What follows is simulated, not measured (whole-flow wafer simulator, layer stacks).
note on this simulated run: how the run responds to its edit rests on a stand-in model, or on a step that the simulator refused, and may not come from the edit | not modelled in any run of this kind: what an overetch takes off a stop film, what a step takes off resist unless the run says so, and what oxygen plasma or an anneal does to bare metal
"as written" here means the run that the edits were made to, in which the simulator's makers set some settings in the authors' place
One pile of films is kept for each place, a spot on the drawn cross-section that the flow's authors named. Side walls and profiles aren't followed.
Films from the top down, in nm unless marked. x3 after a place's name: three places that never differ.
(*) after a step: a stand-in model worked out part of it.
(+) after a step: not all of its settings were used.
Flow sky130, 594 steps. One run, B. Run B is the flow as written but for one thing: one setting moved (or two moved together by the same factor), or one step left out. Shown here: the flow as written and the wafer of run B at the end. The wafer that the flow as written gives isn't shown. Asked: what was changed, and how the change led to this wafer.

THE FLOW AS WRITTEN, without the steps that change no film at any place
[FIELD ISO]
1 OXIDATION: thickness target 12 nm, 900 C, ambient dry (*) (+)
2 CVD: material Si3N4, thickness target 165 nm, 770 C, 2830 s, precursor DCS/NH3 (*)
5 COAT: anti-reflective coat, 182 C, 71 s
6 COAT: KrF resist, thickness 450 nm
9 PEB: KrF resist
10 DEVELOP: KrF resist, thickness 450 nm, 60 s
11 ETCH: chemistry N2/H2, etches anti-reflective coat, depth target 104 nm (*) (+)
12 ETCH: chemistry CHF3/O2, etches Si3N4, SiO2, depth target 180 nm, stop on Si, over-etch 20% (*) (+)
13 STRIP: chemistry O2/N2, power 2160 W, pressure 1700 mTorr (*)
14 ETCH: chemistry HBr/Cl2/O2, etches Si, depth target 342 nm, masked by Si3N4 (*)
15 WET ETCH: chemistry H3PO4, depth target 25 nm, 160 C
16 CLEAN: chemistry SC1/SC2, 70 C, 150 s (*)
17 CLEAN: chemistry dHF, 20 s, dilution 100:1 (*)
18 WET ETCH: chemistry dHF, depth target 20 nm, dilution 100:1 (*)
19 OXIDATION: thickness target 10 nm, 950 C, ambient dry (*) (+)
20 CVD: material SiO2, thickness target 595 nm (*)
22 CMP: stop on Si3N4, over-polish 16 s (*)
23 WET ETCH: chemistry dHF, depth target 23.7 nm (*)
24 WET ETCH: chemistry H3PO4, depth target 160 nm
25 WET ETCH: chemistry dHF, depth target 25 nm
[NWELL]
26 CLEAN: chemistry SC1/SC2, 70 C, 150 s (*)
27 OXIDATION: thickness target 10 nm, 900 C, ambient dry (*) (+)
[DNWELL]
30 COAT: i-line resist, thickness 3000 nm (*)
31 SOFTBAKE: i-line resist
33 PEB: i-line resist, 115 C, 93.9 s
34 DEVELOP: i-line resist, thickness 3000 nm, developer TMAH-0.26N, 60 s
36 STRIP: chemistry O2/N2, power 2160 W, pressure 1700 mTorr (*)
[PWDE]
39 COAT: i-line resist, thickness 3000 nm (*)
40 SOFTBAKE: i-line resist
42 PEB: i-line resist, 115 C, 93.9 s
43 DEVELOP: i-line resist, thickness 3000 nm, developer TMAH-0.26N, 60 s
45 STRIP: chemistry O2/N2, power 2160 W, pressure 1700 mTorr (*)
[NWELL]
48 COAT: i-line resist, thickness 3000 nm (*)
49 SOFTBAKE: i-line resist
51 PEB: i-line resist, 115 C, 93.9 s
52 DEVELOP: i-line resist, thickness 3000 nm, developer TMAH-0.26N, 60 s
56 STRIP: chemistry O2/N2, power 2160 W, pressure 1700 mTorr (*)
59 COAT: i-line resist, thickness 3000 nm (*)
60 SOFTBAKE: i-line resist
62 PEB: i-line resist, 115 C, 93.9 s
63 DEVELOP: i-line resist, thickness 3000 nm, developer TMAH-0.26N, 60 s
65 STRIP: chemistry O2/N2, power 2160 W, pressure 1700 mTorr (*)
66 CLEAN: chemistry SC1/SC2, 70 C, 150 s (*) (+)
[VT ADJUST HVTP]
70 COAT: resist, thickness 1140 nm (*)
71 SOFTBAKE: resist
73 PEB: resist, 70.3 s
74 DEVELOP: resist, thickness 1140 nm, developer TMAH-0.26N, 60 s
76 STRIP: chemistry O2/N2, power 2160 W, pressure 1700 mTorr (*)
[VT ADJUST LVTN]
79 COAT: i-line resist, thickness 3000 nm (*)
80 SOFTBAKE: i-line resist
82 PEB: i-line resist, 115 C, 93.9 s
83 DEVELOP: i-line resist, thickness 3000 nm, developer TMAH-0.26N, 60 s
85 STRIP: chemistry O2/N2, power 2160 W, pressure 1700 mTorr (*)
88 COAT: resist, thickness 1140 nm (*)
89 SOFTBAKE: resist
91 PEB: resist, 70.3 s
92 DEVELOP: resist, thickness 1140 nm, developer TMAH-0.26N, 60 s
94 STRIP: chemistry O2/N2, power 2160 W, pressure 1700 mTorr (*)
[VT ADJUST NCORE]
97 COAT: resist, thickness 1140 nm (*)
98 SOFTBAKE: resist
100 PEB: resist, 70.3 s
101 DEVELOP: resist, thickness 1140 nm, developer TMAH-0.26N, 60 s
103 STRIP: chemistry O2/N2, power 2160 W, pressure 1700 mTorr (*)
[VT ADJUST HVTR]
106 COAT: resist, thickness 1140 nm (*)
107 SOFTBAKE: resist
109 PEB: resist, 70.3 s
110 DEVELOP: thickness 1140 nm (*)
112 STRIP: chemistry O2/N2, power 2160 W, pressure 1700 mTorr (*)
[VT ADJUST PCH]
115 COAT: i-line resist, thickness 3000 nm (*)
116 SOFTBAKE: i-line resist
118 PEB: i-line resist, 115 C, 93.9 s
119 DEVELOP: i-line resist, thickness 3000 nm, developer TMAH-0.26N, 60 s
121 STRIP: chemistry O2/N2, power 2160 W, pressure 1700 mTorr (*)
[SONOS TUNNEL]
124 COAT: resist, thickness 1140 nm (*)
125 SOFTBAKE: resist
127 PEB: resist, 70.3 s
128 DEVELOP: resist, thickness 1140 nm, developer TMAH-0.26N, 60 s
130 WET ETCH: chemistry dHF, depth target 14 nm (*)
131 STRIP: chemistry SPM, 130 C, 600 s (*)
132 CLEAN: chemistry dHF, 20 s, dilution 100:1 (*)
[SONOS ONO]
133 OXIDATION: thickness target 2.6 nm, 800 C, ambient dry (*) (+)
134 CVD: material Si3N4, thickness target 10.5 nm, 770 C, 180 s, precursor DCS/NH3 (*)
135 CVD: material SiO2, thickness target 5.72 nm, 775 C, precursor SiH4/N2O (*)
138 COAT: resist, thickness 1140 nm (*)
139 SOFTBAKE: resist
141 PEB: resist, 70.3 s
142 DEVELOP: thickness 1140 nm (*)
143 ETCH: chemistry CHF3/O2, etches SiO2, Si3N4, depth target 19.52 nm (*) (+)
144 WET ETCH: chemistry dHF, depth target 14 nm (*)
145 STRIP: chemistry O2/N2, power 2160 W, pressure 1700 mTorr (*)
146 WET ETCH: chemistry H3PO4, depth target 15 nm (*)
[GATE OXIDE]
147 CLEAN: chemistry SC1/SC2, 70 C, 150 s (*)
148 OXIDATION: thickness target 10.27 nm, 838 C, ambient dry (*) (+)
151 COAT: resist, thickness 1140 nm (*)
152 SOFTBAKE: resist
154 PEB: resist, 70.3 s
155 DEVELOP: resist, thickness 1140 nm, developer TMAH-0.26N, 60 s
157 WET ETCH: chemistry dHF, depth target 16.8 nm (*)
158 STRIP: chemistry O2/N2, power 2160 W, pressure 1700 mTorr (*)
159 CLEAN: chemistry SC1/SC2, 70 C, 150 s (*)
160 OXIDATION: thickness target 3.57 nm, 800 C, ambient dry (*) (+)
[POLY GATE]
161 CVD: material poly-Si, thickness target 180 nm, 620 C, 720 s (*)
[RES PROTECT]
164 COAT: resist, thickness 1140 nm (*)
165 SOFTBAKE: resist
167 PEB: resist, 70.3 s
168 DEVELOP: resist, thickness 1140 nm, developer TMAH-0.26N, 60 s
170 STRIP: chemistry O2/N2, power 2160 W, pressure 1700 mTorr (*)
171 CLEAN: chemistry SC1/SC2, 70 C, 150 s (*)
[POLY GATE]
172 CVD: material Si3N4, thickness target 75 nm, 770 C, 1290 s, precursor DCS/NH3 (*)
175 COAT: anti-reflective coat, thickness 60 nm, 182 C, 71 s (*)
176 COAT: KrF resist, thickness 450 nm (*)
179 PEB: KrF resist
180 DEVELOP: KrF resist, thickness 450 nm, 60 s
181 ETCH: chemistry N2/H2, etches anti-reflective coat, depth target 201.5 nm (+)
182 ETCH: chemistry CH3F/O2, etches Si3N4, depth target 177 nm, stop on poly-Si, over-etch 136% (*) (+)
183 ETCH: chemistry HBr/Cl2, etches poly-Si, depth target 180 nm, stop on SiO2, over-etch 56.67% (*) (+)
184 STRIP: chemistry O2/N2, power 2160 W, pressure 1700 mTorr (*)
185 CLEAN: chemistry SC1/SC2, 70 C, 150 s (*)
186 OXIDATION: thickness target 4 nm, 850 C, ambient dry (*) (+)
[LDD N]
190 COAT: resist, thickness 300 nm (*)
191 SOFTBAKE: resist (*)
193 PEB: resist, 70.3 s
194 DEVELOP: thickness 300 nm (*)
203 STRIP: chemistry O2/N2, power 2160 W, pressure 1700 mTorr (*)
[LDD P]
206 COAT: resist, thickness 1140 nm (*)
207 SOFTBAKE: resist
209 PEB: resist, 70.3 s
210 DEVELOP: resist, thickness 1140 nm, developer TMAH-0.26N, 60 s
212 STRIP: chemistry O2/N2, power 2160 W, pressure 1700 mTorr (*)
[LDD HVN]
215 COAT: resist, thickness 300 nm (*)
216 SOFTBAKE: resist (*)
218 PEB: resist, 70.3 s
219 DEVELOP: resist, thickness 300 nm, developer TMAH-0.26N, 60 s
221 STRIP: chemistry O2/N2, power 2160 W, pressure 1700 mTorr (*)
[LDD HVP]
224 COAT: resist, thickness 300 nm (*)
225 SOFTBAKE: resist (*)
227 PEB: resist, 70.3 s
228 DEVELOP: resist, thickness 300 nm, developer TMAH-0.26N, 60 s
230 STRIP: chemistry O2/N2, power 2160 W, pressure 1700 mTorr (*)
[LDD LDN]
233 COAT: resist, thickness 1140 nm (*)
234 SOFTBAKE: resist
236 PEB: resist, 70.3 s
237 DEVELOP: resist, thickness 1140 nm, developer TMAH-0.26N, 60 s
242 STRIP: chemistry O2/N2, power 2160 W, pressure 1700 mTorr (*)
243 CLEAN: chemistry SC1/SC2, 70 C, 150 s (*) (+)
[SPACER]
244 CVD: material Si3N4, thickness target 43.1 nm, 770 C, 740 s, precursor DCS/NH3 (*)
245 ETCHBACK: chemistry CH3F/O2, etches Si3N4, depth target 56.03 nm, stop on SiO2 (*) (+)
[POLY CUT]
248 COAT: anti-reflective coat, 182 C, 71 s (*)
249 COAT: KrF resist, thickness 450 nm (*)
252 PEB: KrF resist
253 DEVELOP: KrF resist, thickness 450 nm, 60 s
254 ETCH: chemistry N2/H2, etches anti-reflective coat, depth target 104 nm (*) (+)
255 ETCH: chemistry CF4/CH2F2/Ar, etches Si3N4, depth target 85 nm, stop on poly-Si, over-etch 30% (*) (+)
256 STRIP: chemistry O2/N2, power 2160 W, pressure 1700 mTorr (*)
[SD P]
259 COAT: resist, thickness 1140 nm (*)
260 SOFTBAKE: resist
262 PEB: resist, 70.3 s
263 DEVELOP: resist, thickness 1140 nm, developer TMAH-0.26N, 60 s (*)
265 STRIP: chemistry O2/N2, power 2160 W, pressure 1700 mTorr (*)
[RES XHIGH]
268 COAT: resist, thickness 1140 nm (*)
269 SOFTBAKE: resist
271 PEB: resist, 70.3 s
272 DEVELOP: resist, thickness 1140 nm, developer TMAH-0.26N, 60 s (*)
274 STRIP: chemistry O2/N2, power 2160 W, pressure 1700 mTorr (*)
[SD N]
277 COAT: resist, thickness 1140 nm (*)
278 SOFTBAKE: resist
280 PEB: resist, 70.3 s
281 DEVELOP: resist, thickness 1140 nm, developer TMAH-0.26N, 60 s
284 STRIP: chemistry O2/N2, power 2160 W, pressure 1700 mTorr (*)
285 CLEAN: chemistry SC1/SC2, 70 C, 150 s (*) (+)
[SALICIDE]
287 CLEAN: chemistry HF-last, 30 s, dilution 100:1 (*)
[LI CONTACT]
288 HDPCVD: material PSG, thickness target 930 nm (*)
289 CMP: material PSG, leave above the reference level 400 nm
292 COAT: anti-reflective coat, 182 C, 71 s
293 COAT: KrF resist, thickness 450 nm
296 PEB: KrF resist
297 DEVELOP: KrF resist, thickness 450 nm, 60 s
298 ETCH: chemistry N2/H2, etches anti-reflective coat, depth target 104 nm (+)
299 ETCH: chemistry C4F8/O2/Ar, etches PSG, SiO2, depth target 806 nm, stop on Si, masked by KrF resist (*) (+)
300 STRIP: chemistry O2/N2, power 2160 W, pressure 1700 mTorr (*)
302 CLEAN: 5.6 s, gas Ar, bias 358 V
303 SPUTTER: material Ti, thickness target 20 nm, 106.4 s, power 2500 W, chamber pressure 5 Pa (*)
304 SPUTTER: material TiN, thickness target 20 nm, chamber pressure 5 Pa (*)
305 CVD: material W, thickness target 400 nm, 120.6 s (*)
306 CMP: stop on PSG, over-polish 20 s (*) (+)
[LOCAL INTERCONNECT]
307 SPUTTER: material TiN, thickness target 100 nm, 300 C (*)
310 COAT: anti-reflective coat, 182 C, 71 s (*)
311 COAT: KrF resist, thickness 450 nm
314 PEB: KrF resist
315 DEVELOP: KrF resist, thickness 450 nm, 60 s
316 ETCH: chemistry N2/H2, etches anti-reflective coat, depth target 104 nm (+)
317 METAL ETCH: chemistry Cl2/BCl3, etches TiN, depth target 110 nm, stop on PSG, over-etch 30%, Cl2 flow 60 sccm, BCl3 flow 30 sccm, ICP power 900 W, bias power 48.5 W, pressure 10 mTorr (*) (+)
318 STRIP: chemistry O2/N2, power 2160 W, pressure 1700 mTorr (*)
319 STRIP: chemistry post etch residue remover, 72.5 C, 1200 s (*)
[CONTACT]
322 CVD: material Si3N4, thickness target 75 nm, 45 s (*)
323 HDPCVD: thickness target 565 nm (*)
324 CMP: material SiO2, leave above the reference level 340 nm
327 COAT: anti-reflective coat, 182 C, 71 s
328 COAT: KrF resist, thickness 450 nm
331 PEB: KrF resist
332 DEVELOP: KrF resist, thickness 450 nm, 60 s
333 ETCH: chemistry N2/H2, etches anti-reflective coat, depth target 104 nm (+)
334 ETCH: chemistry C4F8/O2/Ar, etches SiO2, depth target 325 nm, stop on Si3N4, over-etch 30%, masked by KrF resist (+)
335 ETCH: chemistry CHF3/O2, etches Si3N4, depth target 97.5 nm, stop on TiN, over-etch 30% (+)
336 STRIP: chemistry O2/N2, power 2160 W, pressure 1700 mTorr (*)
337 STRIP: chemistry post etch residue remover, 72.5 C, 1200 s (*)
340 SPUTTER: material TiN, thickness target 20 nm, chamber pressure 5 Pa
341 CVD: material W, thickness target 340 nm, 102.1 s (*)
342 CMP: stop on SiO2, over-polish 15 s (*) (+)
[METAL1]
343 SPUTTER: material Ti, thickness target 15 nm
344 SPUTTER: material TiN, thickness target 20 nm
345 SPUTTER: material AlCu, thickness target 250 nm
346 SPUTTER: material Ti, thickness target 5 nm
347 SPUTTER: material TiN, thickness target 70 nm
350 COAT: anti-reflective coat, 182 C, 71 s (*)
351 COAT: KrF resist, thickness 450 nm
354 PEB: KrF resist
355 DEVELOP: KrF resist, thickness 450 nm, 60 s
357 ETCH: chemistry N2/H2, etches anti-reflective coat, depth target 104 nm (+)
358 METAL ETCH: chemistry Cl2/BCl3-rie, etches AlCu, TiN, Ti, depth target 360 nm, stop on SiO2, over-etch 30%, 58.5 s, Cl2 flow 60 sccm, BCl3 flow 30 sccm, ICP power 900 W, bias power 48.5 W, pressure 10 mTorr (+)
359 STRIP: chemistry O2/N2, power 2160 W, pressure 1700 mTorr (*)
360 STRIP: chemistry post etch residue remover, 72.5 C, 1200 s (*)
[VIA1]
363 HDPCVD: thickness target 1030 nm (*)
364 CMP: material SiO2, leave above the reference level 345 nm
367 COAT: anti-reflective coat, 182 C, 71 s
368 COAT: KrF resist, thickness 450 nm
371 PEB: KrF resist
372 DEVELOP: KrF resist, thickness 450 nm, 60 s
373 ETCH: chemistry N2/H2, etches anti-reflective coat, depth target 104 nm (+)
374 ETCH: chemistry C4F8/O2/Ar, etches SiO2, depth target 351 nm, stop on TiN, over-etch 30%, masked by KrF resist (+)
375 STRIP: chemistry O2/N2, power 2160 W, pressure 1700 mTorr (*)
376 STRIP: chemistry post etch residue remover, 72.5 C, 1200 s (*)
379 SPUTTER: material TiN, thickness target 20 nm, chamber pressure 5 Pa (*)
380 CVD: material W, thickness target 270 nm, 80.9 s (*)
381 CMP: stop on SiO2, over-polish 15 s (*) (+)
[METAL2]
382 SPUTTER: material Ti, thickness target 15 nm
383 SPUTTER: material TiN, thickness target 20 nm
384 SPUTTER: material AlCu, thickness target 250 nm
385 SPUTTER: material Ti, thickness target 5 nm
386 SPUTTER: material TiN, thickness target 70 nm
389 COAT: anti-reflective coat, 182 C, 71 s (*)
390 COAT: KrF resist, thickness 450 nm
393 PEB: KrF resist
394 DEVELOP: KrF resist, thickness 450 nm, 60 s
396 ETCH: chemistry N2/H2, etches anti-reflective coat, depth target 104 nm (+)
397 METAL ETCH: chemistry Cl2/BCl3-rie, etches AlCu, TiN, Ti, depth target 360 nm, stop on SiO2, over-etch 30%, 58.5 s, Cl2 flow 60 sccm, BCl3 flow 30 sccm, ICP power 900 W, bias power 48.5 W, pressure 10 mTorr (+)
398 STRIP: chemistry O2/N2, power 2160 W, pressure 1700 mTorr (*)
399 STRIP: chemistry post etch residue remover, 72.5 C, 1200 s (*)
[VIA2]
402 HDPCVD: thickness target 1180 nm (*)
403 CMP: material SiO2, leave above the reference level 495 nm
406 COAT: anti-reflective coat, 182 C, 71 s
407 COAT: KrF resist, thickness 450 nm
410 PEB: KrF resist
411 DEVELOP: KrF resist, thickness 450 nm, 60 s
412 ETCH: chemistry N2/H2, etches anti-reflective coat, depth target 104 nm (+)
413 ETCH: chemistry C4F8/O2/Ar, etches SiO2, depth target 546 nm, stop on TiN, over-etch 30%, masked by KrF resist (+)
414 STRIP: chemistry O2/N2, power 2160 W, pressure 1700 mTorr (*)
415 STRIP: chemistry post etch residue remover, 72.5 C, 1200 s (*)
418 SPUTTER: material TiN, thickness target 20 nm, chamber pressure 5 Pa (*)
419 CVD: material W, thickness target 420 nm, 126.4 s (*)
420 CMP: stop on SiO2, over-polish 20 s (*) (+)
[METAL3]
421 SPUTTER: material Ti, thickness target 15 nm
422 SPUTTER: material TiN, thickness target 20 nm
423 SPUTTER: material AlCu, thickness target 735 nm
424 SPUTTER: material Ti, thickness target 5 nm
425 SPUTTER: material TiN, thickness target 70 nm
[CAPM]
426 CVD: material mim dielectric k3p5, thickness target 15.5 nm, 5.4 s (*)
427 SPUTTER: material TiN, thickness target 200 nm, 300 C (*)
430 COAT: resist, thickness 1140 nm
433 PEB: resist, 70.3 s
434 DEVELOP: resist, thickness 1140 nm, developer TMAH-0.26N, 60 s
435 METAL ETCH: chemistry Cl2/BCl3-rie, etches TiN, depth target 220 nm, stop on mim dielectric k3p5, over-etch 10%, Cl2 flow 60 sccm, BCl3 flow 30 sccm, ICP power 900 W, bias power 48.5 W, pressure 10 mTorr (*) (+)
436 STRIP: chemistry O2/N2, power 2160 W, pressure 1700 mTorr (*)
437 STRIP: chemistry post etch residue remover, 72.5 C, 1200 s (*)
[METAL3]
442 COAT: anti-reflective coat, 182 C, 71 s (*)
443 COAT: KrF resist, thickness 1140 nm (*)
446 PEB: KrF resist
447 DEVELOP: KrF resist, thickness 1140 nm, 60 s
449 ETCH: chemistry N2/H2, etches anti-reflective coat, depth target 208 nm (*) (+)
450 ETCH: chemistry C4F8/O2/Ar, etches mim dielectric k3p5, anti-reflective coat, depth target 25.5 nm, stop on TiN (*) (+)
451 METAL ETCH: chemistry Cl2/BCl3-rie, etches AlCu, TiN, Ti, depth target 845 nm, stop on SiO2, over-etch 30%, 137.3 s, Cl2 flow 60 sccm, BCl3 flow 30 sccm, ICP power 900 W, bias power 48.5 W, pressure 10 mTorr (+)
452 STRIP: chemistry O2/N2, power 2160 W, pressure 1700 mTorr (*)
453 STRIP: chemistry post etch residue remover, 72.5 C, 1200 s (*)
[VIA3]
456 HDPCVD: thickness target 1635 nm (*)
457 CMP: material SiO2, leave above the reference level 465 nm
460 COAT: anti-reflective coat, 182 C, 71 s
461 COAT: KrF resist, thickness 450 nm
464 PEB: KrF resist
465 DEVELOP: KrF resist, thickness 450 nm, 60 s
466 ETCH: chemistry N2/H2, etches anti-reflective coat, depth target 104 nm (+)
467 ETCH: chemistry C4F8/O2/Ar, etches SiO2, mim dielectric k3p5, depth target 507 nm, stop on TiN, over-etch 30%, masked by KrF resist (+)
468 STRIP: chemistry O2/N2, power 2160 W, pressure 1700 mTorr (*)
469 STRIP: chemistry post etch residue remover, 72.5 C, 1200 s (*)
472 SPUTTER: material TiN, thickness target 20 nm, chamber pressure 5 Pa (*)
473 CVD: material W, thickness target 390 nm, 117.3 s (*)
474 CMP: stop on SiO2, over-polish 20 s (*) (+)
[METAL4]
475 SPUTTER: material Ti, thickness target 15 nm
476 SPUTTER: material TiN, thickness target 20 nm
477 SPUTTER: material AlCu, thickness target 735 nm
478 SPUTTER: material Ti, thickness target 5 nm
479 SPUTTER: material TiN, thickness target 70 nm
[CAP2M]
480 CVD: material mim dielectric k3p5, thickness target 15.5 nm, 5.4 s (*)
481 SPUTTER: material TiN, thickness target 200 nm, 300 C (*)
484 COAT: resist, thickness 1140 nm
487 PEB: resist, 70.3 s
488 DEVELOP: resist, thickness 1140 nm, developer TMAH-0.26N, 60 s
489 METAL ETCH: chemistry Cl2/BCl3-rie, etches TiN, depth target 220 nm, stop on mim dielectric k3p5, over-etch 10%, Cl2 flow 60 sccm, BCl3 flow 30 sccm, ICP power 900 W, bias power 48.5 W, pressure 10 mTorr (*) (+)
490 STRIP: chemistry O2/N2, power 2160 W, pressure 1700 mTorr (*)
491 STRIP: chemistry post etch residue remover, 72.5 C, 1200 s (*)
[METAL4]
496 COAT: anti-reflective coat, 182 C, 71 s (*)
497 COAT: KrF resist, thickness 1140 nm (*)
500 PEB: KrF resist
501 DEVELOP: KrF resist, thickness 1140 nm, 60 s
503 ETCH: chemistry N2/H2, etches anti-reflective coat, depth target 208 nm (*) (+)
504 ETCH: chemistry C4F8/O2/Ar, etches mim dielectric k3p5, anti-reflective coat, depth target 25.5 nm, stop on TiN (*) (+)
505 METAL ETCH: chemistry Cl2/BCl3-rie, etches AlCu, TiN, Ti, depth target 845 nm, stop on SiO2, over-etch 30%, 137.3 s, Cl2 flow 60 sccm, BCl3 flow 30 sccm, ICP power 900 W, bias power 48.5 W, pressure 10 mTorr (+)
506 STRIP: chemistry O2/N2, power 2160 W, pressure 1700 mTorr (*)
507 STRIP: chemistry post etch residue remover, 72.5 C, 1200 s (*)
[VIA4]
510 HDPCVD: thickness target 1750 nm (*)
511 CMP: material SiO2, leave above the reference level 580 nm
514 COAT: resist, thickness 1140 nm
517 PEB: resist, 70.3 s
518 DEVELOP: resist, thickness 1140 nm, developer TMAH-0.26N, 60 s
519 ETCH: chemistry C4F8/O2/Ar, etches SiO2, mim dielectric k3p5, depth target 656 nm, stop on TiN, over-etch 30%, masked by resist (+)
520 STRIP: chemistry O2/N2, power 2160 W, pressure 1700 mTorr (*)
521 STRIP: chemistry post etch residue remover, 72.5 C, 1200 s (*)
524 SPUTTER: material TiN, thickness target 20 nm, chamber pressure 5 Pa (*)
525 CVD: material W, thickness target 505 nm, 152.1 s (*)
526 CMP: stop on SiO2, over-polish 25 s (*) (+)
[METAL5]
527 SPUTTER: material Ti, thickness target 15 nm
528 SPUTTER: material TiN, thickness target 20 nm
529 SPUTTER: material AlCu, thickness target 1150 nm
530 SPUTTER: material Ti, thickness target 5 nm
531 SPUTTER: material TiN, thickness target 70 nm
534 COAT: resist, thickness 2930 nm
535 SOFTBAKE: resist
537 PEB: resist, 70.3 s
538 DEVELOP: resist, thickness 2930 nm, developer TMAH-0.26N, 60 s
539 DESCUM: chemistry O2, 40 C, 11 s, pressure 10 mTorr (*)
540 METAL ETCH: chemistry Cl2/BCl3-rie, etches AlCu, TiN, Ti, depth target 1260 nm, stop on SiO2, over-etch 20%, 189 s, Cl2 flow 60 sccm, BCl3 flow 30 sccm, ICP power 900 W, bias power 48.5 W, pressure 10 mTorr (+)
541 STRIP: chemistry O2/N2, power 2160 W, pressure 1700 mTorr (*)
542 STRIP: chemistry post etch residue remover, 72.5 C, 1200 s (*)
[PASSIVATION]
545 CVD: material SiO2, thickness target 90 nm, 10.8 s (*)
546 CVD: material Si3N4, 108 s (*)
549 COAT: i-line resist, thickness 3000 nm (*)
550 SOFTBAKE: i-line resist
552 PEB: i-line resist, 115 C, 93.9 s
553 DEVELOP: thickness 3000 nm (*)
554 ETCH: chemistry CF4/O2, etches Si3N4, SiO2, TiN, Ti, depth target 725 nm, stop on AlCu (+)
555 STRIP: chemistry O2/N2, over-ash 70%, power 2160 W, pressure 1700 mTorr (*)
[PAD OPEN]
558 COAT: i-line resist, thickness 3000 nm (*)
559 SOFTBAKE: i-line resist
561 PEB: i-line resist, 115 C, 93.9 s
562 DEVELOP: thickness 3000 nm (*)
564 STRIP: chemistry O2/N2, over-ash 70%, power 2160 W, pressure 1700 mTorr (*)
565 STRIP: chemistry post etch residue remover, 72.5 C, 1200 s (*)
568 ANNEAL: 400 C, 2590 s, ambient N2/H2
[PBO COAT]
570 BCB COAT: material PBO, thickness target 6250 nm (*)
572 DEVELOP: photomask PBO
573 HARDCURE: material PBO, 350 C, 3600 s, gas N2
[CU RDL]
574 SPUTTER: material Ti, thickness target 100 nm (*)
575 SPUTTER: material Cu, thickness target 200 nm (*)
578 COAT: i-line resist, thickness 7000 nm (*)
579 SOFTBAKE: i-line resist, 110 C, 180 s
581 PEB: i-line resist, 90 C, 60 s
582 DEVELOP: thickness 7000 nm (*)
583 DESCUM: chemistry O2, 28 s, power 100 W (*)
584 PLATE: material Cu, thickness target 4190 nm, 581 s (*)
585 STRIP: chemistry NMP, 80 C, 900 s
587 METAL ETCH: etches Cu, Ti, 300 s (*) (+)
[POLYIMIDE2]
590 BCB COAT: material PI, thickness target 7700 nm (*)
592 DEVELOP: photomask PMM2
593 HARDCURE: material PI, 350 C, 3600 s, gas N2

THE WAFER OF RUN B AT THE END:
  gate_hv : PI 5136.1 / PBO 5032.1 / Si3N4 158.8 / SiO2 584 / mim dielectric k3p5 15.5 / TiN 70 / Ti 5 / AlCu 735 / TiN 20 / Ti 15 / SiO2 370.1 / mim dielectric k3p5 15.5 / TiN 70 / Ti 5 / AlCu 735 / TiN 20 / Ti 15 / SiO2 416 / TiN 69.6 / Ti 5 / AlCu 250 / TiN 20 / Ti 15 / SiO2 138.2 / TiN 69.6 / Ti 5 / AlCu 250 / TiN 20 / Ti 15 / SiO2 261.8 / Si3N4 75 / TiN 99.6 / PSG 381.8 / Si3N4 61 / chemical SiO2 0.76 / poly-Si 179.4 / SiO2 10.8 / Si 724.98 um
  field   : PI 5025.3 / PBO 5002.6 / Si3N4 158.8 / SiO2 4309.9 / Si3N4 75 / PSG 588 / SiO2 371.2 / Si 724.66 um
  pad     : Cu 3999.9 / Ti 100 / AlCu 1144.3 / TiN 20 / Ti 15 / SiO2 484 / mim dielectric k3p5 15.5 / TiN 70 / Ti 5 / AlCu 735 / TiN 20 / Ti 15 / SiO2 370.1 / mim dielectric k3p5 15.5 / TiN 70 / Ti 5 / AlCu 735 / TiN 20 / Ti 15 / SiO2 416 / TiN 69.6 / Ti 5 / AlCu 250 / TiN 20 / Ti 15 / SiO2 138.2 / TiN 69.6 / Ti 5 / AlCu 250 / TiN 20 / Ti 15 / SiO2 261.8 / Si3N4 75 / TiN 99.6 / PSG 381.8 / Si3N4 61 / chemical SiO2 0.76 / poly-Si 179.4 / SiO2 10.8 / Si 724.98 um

The cause: step 364, CMP: leave above the reference level 216 nm was run, where the flow has leave above the reference level 345 nm.

How the change led to this, step by step:
  364 CMP: material SiO2, leave above the reference level 345 nm
      n_well, p_well, gate_hv and 100 more: SiO2 -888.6 (as written it would be: SiO2 -759.6)
      field, active, gate and 81 more: SiO2 -518.1 (as written it would be: SiO2 -389.1)
      (and at 4 more places)
  374 ETCH: chemistry C4F8/O2/Ar, etches SiO2, depth target 351 nm, stop on TiN, over-etch 30%, masked by KrF resist (+)
      field, active, n_well and 186 more: KrF resist -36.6 (as written it would be: KrF resist -70.1)
      m1, via1_hole: SiO2 -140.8 (all of it) (as written it would be: SiO2 -269.8 (all of it))
  375 STRIP: chemistry O2/N2, power 2160 W, pressure 1700 mTorr (*)
      field, active, n_well and 186 more: KrF resist -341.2 (all of it), anti-reflective coat -80 (all of it) (as written it would be: KrF resist -307.7 (all of it), anti-reflective coat -80 (all of it))
  379 SPUTTER: material TiN, thickness target 20 nm, chamber pressure 5 Pa (*)
      m1: TiN +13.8 (as written it would be: TiN +11)
      via1_hole: TiN +13.7 (as written it would be: TiN +10.9)
  380 CVD: material W, thickness target 270 nm, 80.9 s (*)
      m1, via1_hole: W +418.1 (new film) (as written it would be: W +549.9 (new film))
